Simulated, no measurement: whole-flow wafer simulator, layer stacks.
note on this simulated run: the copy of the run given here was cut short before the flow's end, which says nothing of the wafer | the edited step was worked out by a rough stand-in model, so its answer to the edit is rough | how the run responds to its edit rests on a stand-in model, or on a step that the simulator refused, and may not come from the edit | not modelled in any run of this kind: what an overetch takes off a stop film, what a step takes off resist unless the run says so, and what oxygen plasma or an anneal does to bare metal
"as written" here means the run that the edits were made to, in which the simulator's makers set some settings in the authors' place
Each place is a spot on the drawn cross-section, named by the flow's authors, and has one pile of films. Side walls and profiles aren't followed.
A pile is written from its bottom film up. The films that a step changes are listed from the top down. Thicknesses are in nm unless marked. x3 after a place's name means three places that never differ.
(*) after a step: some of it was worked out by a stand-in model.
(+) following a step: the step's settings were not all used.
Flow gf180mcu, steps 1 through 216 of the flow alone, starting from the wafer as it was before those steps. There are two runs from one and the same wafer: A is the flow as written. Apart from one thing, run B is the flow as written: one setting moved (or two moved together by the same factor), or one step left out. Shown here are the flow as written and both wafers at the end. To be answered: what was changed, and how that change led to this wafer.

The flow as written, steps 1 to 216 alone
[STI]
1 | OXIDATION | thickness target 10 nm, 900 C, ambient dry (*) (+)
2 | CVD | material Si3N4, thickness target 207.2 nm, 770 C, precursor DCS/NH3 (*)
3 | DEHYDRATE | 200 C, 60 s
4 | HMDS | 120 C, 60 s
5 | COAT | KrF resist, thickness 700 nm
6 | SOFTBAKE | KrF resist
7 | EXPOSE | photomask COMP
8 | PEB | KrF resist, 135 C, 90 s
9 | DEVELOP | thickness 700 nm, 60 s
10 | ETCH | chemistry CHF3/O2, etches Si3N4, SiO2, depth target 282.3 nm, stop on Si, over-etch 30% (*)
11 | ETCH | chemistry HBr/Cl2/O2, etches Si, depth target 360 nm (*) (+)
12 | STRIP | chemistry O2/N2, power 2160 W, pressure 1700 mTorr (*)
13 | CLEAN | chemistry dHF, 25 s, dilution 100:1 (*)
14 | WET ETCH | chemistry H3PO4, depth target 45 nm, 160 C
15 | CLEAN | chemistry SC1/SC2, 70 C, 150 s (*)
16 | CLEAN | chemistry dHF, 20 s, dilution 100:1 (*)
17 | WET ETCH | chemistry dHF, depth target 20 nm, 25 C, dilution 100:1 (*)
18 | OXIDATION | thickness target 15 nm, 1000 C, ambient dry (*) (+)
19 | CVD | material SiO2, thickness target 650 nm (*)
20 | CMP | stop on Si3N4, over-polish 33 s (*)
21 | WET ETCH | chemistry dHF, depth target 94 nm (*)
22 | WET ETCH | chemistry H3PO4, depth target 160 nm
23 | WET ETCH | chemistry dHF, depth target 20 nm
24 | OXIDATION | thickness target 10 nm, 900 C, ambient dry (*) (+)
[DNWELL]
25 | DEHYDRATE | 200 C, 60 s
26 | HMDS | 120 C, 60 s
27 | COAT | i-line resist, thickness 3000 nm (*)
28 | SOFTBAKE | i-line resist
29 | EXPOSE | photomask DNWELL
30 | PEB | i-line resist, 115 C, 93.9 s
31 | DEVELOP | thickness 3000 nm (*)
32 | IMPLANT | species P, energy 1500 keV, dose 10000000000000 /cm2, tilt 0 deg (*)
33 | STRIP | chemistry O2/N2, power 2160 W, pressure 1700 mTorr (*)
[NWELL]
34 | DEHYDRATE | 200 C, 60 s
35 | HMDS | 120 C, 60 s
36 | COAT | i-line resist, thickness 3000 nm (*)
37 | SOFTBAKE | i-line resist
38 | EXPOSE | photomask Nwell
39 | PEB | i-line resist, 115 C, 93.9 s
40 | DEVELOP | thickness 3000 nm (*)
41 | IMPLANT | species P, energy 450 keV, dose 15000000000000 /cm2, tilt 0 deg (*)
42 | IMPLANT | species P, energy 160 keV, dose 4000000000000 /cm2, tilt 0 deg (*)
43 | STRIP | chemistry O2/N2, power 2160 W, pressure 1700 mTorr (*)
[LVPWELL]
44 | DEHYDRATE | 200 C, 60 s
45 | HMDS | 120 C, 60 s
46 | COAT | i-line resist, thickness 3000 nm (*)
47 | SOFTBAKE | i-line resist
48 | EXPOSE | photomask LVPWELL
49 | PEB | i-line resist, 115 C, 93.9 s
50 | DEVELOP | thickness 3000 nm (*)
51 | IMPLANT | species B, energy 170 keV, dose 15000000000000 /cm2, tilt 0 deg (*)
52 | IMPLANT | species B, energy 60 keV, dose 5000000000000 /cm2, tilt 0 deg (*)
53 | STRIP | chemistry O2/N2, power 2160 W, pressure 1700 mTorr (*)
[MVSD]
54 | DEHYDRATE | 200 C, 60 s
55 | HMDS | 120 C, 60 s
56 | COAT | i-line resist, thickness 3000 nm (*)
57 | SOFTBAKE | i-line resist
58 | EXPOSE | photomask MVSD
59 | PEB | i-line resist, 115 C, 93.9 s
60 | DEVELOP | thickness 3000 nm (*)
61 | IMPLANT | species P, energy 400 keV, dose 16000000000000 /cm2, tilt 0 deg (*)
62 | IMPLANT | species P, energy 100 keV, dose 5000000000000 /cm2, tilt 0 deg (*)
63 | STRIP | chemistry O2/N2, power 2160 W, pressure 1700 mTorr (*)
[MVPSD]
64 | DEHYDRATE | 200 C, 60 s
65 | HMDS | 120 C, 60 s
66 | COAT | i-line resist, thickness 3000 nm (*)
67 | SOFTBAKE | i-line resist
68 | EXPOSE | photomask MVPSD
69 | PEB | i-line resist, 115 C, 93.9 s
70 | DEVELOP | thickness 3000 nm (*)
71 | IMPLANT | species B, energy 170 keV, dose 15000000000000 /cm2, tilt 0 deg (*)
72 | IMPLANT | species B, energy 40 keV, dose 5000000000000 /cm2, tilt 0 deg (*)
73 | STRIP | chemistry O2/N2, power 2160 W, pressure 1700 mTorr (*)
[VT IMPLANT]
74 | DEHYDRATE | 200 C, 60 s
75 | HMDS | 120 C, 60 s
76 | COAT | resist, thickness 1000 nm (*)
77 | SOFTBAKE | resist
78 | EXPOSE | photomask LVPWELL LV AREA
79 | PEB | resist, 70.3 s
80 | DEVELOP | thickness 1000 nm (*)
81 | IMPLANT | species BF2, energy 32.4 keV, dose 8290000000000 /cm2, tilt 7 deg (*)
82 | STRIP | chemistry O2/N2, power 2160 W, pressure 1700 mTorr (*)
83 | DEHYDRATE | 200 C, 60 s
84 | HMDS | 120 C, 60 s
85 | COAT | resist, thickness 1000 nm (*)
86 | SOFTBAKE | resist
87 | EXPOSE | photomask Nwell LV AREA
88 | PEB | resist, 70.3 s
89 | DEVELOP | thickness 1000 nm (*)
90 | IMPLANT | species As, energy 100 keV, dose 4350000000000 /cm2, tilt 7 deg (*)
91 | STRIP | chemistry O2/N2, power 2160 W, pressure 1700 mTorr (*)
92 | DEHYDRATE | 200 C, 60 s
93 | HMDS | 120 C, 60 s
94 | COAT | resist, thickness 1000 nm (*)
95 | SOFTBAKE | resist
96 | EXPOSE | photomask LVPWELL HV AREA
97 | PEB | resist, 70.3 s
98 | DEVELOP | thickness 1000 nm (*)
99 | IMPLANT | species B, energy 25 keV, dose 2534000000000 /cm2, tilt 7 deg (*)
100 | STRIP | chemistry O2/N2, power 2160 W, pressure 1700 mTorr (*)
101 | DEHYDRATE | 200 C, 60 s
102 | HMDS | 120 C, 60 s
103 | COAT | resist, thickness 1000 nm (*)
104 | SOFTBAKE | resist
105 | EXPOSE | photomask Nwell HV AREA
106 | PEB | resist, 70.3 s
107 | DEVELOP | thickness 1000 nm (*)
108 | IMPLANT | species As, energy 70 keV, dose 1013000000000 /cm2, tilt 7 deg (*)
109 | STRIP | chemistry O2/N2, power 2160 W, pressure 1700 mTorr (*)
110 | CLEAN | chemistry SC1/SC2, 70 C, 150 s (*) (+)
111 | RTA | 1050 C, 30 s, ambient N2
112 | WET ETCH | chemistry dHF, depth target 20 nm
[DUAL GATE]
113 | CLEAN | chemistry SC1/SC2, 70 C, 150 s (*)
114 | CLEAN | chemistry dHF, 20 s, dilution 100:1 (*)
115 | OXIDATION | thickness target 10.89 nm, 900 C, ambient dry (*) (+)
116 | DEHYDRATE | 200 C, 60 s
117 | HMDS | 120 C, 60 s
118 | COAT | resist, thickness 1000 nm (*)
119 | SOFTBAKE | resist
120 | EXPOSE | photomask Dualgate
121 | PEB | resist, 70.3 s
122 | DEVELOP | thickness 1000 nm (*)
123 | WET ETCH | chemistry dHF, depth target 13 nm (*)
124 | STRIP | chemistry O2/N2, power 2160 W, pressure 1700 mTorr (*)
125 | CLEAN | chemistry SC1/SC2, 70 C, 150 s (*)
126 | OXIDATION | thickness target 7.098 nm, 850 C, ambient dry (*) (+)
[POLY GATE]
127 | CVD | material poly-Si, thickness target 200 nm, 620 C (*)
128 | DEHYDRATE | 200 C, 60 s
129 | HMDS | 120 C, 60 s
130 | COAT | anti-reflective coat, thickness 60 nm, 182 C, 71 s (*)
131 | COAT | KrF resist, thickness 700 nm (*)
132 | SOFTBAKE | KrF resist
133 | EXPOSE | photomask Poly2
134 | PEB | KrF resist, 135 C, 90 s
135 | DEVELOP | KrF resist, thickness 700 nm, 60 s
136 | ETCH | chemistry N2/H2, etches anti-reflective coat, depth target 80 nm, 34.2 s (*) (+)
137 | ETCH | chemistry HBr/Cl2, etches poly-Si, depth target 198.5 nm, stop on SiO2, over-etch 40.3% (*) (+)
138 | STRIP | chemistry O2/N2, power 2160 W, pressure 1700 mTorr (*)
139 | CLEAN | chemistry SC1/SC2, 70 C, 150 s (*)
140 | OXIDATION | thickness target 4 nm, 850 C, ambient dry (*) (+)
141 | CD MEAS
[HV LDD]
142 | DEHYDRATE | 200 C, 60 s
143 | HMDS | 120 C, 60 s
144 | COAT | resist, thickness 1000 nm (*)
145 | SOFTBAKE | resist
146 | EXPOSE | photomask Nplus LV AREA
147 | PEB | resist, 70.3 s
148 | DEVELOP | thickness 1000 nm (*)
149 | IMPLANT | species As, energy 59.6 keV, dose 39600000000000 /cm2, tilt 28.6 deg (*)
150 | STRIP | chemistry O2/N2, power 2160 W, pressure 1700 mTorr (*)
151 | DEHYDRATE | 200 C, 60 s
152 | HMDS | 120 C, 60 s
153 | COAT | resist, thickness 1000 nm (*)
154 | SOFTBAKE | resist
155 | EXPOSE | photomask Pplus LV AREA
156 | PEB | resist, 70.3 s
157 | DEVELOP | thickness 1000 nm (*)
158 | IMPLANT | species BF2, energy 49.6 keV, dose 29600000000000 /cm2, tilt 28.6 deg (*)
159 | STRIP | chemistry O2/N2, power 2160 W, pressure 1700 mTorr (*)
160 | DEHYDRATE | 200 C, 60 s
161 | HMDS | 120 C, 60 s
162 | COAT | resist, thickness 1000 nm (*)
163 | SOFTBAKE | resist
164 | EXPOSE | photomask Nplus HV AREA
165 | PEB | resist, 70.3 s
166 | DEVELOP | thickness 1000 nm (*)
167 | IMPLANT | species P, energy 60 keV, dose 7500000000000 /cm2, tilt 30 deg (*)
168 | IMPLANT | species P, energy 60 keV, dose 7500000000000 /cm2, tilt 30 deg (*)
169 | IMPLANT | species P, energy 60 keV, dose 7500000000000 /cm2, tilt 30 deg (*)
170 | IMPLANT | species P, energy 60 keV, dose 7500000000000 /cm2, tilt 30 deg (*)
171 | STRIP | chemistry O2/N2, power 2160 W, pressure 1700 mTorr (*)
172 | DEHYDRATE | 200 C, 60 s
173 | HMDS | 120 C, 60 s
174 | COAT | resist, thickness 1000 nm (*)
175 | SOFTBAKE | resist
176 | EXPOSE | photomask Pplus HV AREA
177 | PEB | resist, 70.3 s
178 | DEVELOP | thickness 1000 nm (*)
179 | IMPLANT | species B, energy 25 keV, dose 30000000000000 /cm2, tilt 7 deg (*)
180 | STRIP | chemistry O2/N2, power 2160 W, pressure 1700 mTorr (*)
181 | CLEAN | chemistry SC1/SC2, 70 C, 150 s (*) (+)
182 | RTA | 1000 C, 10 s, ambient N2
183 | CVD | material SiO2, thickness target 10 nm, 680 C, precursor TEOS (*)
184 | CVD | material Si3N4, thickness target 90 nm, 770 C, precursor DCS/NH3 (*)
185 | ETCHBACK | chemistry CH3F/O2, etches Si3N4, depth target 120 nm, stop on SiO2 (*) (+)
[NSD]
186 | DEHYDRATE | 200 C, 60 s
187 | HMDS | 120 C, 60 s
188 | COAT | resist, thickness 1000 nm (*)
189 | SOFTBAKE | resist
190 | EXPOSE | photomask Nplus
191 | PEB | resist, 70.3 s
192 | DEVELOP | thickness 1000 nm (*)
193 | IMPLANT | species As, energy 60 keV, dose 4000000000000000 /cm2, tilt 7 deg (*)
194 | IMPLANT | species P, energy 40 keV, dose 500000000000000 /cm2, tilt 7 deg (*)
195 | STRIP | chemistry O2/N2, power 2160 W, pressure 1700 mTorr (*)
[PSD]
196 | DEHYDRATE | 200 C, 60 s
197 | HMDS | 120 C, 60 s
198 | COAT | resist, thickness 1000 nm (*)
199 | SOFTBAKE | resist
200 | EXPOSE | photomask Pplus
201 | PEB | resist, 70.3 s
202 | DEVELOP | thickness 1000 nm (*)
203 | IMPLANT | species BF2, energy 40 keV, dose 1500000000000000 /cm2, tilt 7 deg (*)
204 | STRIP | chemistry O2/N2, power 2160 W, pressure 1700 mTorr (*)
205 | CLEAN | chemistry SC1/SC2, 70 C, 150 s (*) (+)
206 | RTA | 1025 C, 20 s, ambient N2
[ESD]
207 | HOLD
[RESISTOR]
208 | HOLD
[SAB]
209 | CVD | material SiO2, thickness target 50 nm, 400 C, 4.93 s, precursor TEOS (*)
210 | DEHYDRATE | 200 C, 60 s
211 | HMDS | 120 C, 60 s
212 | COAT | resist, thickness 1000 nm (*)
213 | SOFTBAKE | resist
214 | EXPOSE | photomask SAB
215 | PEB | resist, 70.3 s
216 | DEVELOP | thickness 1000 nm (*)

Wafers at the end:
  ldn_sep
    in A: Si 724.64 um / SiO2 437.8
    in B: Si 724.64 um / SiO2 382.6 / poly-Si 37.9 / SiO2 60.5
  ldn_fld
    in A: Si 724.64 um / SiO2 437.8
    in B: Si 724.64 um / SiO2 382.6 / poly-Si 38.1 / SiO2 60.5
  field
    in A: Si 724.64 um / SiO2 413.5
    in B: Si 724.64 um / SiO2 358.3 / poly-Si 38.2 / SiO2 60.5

What caused this: step 137, ETCH: depth target 113.1 nm was run, whereas the flow has depth target 198.5 nm.

The path from the change to this, step by step:
  137 | ETCH | chemistry HBr/Cl2, etches poly-Si, depth target 198.5 nm, stop on SiO2, over-etch 40.3% (*) (+)
      field__w3, field__w12, field_sub and 14 more: A poly-Si loses 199 (all of it), SiO2 loses 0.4 | B poly-Si loses 158.7
      field__w6, sti, m1 and 11 more: A poly-Si loses 198.8 (all of it), SiO2 loses 0.4 | B poly-Si loses 158.7
      (as well as at 61 more places)
  138 | STRIP | chemistry O2/N2, power 2160 W, pressure 1700 mTorr (*)
      field, field__w1, field__w2 and 61 more: A nothing | B chemical SiO2 gains 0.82 (new film), poly-Si loses 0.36
      gate: A chemical SiO2 gains 0.68 (new film), KrF resist loses 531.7 (all of it), anti-reflective coat loses 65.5 (all of it), poly-Si loses 0.3 | B chemical SiO2 gains 0.67 (new film), KrF resist loses 571.6 (all of it), anti-reflective coat loses 65.5 (all of it), poly-Si loses 0.3
      (as well as at 27 more places)
  139 | CLEAN | chemistry SC1/SC2, 70 C, 150 s (*)
      field, field__w1, field__w2 and 34 more: A SiO2 loses 0.68 | B chemical SiO2 loses 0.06, poly-Si loses 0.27
  140 | OXIDATION | thickness target 4 nm, 850 C, ambient dry (*) (+)
      field, field__w1, field__w2 and 21 more: A SiO2 gains 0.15, Si loses 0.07 | B SiO2 gains 4 (new film), chemical SiO2 loses 0.76 (all of it), poly-Si loses 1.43
      active_hv, active_nat, ld_sd_n and 11 more: A SiO2 gains 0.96, Si loses 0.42 | B SiO2 gains 4 (new film), chemical SiO2 loses 0.76 (all of it), poly-Si loses 1.43
      (as well as at 26 more places)
  144 | COAT | resist, thickness 1000 nm (*)
      gate: A resist gains 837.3 (new film) | B resist gains 873.3 (new film)
      gate_hv: A resist gains 845.4 (new film) | B resist gains 877.8 (new film)
      (as well as at 26 more places)
  145 | SOFTBAKE | resist
      nw_enc_fld_lv__w3: A resist gains 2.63 | B resist loses 0.44
      field__w1: A resist gains 4.19 | B resist gains 3.13
      (as well as at 62 more places)
  147 | PEB | resist, 70.3 s
      polyc_n, polyc_n_rim, polyc_p, polyc_p_rim: A resist loses 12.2 | B resist loses 12.9
      ldn_ch, ldn_acc, ldp_ch, ldp_acc: A resist loses 13 | B resist loses 13.7
      (as well as at 14 more places)
  148 | DEVELOP | thickness 1000 nm (*)
      gate: A resist loses 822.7 (all of it) | B resist loses 858.7 (all of it)
      npoly_u: A resist loses 821.5 (all of it) | B resist loses 856.2 (all of it)
      (as well as at 3 more places)
  150 | STRIP | chemistry O2/N2, power 2160 W, pressure 1700 mTorr (*)
      gate_hv: A resist loses 824.2 (all of it) | B resist loses 857.9 (all of it)
      gate_p: A resist loses 828.7 (all of it) | B resist loses 863.4 (all of it)
      (as well as at 21 more places)
  153 | COAT | resist, thickness 1000 nm (*)
      gate: A resist gains 837.3 (new film) | B resist gains 873.3 (new film)
      gate_hv: A resist gains 845.4 (new film) | B resist gains 877.8 (new film)
      (as well as at 26 more places)
  154 | SOFTBAKE | resist
      nw_enc_fld_lv__w3: A resist gains 2.63 | B resist loses 0.44
      field__w1: A resist gains 4.19 | B resist gains 3.13
      (as well as at 62 more places)
  156 | PEB | resist, 70.3 s
      polyc_n, polyc_n_rim, polyc_p, polyc_p_rim: A resist loses 12.2 | B resist loses 12.9
      ldn_ch, ldn_acc, ldp_ch, ldp_acc: A resist loses 13 | B resist loses 13.7
      (as well as at 14 more places)
  157 | DEVELOP | thickness 1000 nm (*)
      gate_p: A resist loses 828.7 (all of it) | B resist loses 863.4 (all of it)
      ppoly_u: A resist loses 827 (all of it) | B resist loses 860.5 (all of it)
      (as well as at 3 more places)
  159 | STRIP | chemistry O2/N2, power 2160 W, pressure 1700 mTorr (*)
      gate: A resist loses 822.7 (all of it) | B resist loses 858.7 (all of it)
      gate_hv: A resist loses 824.2 (all of it) | B resist loses 857.9 (all of it)
      (as well as at 21 more places)
  162 | COAT | resist, thickness 1000 nm (*)
      gate: A resist gains 837.3 (new film) | B resist gains 873.3 (new film)
      gate_hv: A resist gains 845.4 (new film) | B resist gains 877.8 (new film)
      (as well as at 26 more places)
  163 | SOFTBAKE | resist
      nw_enc_fld_lv__w3: A resist gains 2.63 | B resist loses 0.44
      field__w1: A resist gains 4.19 | B resist gains 3.13
      (as well as at 62 more places)
  ... another 22 steps ...
  216 | DEVELOP | thickness 1000 nm (*)
      gate: A resist loses 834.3 (all of it) | B resist loses 867.6 (all of it)
      gate_hv: A resist loses 836.1 (all of it) | B resist loses 867.1 (all of it)
      (as well as at 24 more places)
